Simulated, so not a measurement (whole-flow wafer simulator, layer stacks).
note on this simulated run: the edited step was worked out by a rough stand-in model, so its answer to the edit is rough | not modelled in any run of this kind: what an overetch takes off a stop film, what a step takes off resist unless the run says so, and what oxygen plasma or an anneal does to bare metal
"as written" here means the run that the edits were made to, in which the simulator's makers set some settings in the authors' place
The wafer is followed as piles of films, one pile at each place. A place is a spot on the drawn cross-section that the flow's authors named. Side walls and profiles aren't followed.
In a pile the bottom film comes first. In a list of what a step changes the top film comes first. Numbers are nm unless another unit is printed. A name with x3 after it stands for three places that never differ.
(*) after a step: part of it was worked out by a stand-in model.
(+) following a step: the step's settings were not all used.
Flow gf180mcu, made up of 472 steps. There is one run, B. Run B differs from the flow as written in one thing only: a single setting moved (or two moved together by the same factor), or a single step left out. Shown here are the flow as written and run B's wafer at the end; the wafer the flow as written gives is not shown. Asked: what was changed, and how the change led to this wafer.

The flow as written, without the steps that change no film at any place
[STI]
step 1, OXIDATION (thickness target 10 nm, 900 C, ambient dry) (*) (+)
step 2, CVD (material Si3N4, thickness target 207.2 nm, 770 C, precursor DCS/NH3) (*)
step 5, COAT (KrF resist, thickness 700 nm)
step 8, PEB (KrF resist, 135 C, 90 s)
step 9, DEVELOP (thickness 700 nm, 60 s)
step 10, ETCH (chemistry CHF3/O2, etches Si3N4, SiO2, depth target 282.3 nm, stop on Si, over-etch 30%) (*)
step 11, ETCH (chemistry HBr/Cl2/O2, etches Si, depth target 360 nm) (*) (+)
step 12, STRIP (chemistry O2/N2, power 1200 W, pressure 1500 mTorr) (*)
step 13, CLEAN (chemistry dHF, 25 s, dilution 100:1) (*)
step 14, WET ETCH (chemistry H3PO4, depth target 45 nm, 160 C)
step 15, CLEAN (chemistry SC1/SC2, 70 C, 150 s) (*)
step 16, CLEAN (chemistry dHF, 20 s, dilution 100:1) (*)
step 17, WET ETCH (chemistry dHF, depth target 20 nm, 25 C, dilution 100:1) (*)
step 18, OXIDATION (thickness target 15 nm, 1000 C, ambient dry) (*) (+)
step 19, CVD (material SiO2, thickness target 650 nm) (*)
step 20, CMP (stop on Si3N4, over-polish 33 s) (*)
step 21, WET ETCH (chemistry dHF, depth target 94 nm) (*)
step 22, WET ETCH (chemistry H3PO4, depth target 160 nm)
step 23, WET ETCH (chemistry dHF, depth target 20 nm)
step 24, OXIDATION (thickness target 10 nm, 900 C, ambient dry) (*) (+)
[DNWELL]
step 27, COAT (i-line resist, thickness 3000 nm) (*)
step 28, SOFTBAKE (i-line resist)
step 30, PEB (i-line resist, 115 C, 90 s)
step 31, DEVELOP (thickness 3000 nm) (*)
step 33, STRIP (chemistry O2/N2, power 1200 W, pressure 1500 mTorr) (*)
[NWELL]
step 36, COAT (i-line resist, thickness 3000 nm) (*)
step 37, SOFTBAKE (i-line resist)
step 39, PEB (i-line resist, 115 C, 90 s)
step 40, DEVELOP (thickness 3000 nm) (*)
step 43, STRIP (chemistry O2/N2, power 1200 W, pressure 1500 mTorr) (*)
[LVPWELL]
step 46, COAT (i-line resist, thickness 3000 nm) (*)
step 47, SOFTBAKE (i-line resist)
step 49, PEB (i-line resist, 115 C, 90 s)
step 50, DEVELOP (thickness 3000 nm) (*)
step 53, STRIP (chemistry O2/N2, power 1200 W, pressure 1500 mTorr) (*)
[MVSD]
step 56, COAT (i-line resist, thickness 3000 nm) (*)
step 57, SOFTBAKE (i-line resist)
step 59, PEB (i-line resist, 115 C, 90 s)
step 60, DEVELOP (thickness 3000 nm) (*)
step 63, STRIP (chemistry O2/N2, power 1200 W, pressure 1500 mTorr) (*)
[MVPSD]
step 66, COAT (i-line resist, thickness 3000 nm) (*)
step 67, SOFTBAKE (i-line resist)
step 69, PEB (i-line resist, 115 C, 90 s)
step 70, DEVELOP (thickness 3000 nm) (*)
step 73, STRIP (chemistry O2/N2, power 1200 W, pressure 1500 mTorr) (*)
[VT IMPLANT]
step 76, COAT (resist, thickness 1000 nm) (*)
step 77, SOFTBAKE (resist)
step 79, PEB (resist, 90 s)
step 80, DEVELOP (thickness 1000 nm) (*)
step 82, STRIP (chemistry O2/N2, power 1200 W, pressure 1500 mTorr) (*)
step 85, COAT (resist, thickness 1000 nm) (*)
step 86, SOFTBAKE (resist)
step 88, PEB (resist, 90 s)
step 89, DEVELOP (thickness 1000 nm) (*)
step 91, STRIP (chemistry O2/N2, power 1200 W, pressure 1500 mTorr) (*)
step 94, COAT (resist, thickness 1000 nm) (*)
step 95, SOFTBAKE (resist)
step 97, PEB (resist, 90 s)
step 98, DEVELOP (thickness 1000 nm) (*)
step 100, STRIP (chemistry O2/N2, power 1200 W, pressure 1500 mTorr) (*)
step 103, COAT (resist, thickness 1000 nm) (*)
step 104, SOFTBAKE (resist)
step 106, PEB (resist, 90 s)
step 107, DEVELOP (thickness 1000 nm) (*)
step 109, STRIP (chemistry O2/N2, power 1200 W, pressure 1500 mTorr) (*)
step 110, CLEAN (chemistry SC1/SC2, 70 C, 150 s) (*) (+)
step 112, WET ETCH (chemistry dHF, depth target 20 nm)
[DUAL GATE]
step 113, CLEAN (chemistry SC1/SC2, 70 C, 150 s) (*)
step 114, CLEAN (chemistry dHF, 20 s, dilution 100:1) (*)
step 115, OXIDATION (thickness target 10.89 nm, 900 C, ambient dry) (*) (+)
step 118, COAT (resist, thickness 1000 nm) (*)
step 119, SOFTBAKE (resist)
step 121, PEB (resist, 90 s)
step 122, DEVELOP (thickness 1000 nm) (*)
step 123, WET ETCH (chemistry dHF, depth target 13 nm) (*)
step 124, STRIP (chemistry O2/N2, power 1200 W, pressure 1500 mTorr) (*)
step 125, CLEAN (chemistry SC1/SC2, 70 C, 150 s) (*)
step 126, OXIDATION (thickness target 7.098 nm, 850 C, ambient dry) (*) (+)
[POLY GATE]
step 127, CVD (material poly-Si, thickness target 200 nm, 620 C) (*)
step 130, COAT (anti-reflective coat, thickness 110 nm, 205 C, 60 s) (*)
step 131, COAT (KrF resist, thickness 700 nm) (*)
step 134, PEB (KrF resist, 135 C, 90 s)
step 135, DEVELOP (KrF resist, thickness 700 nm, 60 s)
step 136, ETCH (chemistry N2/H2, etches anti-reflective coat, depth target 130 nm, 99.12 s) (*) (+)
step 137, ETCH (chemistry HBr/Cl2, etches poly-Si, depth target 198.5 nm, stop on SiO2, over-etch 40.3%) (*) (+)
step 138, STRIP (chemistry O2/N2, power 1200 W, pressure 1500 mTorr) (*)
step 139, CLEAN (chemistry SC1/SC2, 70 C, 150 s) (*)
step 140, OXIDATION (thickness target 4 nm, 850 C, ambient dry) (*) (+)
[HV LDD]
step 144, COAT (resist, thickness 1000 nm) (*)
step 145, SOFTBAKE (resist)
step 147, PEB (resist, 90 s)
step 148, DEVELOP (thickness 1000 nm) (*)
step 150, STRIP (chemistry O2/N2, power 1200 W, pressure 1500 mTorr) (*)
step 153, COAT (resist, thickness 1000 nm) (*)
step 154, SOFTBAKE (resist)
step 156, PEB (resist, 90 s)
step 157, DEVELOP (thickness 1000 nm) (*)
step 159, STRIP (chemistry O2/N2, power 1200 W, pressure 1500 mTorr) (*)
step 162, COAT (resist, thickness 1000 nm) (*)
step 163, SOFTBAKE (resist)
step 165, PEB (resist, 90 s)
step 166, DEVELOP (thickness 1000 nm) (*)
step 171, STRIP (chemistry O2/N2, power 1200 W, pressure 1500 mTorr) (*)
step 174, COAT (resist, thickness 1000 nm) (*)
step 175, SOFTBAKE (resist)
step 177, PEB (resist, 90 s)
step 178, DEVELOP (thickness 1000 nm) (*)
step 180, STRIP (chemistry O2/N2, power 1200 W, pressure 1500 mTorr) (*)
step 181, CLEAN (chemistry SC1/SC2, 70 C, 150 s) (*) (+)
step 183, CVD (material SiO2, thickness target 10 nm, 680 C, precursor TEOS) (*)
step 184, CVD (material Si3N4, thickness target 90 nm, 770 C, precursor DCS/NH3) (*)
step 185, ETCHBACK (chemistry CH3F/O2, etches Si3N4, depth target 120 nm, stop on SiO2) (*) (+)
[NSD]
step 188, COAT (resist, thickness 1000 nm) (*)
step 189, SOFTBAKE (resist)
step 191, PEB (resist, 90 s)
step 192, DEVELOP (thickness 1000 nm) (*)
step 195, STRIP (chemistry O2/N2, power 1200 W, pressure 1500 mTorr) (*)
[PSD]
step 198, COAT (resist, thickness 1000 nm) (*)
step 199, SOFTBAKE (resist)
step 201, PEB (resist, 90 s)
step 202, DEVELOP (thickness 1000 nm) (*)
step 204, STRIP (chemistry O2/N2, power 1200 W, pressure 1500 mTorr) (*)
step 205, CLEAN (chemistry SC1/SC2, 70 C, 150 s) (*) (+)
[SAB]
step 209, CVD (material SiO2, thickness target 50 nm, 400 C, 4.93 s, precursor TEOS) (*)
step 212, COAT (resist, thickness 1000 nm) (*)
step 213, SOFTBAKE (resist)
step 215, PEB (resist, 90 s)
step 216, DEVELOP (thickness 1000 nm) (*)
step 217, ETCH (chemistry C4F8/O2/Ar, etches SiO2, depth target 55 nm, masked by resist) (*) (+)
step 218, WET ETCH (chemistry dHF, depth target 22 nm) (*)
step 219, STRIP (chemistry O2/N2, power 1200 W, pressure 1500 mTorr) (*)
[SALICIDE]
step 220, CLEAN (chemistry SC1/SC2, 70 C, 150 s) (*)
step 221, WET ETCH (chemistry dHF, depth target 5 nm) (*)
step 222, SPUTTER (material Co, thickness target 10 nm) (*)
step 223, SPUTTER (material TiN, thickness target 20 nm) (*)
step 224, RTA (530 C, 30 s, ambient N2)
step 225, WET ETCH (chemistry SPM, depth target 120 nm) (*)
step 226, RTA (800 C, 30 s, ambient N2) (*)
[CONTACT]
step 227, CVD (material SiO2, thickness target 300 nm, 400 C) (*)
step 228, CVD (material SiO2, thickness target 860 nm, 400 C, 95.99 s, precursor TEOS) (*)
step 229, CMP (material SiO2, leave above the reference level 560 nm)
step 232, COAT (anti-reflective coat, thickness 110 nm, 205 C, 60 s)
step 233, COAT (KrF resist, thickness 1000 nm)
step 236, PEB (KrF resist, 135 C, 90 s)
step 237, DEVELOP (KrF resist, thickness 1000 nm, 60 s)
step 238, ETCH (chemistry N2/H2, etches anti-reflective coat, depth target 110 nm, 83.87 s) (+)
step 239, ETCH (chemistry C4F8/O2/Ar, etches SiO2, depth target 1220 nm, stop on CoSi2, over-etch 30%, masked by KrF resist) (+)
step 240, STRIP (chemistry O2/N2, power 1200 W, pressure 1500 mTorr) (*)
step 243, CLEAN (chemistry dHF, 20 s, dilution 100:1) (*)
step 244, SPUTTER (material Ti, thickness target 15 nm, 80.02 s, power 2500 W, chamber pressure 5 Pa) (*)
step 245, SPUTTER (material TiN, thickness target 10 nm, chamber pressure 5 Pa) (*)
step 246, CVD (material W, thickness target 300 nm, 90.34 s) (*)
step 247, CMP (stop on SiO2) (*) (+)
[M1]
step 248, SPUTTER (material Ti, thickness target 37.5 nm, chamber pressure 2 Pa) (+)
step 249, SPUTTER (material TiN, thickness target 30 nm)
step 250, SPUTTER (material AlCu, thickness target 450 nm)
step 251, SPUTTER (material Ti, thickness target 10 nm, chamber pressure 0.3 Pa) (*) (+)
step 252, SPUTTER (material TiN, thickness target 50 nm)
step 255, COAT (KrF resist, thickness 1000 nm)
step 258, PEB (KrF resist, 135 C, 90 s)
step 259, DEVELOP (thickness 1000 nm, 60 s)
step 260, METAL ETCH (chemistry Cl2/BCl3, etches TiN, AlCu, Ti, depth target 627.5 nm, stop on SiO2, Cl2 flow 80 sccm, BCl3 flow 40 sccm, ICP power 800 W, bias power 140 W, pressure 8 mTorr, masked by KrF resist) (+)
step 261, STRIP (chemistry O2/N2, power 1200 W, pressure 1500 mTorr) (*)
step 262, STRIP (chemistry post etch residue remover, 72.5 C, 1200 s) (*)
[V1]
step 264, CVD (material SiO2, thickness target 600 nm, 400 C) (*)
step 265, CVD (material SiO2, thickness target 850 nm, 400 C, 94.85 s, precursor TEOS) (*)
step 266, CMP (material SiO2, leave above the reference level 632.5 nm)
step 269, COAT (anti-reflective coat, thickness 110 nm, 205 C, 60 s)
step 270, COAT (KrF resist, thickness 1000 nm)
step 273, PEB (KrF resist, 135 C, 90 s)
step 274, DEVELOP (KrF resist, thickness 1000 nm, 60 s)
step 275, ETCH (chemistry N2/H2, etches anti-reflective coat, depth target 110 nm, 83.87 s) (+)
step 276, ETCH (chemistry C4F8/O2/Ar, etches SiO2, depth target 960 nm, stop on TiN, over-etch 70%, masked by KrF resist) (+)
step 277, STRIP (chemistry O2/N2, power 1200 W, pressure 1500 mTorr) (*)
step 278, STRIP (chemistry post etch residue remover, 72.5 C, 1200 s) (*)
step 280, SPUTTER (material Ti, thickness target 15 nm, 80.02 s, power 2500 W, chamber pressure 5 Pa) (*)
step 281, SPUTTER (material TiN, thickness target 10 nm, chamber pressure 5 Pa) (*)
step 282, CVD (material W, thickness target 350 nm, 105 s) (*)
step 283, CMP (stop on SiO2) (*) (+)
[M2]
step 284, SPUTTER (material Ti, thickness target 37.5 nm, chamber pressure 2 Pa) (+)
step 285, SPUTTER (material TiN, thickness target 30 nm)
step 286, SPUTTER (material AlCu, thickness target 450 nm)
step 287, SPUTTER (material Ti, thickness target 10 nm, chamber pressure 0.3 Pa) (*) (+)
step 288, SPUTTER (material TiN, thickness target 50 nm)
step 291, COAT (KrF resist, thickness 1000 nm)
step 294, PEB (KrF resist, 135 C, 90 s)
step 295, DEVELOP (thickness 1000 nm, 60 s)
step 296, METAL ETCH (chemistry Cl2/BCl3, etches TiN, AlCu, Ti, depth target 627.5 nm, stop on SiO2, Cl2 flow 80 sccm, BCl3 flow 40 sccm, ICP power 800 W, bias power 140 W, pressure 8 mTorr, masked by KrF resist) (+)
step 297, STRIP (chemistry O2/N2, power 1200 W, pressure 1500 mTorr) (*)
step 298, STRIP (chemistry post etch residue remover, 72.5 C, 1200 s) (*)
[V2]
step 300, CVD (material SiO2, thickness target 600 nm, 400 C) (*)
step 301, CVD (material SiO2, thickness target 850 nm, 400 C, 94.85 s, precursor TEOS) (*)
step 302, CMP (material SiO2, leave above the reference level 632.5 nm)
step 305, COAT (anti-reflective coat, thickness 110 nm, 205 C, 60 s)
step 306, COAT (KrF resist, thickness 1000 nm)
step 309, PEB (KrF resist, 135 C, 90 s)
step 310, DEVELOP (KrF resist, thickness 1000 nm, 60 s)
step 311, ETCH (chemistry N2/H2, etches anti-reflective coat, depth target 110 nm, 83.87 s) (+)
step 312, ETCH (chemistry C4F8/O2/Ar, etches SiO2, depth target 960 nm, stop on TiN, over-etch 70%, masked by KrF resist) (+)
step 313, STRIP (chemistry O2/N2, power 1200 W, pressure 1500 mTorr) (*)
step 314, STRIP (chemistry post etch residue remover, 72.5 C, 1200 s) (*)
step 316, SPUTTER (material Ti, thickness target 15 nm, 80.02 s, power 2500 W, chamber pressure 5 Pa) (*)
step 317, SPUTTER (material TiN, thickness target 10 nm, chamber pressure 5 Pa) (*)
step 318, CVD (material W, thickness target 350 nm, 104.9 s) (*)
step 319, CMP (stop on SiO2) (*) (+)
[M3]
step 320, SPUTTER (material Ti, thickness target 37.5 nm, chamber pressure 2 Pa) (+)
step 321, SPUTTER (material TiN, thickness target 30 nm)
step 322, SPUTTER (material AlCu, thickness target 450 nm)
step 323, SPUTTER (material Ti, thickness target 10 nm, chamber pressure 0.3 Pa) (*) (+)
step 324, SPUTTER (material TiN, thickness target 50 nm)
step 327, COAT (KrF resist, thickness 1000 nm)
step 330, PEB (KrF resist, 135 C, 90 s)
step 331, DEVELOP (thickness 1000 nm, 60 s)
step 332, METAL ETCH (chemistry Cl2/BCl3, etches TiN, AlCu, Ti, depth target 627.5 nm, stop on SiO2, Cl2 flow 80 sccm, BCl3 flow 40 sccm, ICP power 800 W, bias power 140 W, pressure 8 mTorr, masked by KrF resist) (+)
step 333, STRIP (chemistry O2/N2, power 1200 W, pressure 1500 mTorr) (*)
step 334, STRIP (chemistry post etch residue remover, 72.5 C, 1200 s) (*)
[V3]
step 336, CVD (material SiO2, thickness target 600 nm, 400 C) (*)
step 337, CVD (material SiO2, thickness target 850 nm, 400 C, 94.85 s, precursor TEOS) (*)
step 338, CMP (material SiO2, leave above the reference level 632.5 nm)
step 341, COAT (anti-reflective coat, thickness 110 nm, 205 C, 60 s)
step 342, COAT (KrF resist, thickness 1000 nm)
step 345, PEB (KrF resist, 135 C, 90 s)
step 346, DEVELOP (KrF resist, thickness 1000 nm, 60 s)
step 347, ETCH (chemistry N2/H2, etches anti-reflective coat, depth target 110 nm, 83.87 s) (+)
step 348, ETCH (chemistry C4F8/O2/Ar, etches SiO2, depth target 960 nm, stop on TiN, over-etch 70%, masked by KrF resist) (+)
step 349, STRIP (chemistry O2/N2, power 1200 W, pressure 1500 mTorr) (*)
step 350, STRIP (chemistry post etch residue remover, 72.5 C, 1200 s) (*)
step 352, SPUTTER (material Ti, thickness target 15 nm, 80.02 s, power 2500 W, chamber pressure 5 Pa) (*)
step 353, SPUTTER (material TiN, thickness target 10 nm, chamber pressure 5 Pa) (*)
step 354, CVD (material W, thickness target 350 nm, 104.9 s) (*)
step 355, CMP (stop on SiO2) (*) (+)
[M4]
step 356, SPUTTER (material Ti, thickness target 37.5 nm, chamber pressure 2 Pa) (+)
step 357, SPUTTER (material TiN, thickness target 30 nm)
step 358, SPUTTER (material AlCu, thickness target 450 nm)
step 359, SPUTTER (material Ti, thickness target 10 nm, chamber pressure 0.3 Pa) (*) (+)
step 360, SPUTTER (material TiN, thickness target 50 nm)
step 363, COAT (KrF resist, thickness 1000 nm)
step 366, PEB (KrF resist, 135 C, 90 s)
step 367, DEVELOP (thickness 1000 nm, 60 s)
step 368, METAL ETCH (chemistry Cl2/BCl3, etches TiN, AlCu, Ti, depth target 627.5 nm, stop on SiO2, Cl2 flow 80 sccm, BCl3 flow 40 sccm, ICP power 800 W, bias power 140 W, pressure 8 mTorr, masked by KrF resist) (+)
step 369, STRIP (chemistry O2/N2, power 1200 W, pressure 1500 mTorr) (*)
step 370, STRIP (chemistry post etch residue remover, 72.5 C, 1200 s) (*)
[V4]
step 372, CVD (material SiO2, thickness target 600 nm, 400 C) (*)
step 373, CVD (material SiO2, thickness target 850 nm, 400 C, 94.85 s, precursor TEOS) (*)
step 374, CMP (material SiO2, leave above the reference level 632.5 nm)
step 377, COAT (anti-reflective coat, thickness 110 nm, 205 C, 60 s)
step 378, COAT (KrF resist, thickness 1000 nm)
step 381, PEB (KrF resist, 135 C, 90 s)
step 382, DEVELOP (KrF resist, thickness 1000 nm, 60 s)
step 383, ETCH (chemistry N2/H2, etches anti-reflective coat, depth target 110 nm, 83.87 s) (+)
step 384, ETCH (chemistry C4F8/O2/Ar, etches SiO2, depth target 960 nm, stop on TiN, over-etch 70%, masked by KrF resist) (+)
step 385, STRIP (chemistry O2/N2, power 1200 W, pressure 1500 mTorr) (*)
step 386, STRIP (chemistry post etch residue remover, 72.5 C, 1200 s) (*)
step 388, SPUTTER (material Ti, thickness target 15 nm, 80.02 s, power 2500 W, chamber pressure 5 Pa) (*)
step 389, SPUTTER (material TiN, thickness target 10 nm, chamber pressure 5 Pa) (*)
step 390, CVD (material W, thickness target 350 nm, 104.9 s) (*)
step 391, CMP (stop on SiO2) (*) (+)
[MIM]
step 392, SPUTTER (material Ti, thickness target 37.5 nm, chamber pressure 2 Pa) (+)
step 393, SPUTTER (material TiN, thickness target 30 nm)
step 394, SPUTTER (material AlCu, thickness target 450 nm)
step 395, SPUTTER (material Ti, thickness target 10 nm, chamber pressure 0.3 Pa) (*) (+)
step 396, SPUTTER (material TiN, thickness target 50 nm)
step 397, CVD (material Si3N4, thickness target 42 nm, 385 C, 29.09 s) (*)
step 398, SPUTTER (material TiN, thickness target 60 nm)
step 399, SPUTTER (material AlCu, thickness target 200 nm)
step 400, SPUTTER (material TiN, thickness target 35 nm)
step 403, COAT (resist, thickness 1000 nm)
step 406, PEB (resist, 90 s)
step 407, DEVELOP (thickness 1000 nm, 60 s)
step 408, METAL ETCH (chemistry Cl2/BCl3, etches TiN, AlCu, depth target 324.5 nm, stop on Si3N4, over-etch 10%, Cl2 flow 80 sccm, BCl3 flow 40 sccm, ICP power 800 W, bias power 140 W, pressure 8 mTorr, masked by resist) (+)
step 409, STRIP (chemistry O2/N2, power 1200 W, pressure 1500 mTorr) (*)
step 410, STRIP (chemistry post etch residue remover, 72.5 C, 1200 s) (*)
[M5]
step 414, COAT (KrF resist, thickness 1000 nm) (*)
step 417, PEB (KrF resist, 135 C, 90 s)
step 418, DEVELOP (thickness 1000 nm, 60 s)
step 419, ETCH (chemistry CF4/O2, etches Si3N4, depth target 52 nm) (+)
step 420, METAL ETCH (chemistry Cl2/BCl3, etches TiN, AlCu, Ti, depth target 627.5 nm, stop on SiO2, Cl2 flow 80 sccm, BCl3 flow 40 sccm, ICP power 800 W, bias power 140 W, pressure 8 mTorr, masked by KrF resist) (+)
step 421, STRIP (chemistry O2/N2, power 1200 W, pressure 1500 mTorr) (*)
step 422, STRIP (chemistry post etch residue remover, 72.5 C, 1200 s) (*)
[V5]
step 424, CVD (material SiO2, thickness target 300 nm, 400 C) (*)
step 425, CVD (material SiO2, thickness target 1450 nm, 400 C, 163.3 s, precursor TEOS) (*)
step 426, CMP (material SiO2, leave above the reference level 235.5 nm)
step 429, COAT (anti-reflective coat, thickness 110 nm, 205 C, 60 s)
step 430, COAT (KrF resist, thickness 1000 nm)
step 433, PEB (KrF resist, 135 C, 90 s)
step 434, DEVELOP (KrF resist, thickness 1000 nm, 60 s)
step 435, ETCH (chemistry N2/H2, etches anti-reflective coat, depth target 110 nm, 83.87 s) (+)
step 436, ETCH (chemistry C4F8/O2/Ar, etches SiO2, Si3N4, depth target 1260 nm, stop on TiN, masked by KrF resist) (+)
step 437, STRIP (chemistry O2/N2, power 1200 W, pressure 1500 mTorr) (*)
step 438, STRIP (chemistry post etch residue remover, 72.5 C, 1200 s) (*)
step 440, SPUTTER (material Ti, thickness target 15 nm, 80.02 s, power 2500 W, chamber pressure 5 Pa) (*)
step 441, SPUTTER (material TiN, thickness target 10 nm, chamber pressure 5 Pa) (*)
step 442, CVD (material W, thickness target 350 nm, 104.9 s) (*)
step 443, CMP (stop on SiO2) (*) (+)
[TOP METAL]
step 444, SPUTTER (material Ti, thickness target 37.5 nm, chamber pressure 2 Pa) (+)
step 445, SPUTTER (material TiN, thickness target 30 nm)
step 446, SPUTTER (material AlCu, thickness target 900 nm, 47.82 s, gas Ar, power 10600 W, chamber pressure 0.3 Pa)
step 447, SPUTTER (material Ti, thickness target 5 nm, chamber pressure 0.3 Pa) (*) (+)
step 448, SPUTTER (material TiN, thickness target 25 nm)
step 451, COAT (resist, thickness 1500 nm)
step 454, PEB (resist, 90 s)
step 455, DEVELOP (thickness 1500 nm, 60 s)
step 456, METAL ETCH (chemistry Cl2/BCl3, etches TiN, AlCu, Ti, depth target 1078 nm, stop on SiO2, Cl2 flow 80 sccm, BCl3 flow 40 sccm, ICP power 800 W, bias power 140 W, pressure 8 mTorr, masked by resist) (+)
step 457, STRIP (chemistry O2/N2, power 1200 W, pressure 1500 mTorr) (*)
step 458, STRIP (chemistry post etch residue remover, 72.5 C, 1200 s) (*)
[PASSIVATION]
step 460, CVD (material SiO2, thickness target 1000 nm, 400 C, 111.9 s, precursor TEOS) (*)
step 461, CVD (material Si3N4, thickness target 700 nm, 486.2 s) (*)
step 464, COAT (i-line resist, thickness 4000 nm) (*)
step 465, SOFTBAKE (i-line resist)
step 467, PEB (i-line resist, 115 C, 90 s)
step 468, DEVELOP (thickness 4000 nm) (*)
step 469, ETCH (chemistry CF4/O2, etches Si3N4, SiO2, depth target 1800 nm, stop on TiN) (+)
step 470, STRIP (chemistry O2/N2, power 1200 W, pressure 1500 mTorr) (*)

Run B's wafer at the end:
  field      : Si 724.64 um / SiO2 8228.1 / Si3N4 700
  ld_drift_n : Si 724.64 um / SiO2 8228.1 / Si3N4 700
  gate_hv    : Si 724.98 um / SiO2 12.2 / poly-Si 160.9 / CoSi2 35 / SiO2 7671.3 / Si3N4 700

Cause: step 115, OXIDATION: thickness target 8.6 nm was run, whereas the flow has thickness target 10.89 nm.

Step by step, how the change led to this:
  step 115, OXIDATION (thickness target 10.89 nm, 900 C, ambient dry) (*) (+)
      active, n_well, p_well and 40 more: +8.6 SiO2 (new film), -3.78 Si (as written it would have been: +10.9 SiO2 (new film), -4.79 Si)
  step 123, WET ETCH (chemistry dHF, depth target 13 nm) (*)
      active, n_well, p_well and 12 more: -8.6 SiO2 (all of it) (as written it would have been: -10.9 SiO2 (all of it))
  step 189, SOFTBAKE (resist)
      nw_enc_fld_lv__w3: -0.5 resist (as written it would have been: +0.35 resist)
      active_hv: +0.19 resist (as written it would have been: +0.78 resist)
      (and at 1 other place as well)
  step 199, SOFTBAKE (resist)
      nw_enc_fld_lv__w3: -0.5 resist (as written it would have been: +0.35 resist)
      active_hv: +0.19 resist (as written it would have been: +0.78 resist)
      (and at 1 other place as well)
  step 218, WET ETCH (chemistry dHF, depth target 22 nm) (*)
      ldn_tap, ldn_src, ldn_drn, ldp_tap, ldp_src, ldp_drn, ldp_gr: -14 SiO2 (all of it) (as written it would have been: -16 SiO2 (all of it))
      ld_drn_n, ld_sd_p: -12.8 SiO2 (all of it) (as written it would have been: -14.8 SiO2 (all of it))
      (and at 5 other places as well)
  step 223, SPUTTER (material TiN, thickness target 20 nm) (*)
      field__w12: +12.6 TiN (new film) (as written it would have been: +12 TiN (new film))
  step 225, WET ETCH (chemistry SPM, depth target 120 nm) (*)
      field__w12: -12.6 TiN (all of it), -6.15 Co (all of it) (as written it would have been: -12 TiN (all of it), -6.15 Co (all of it))
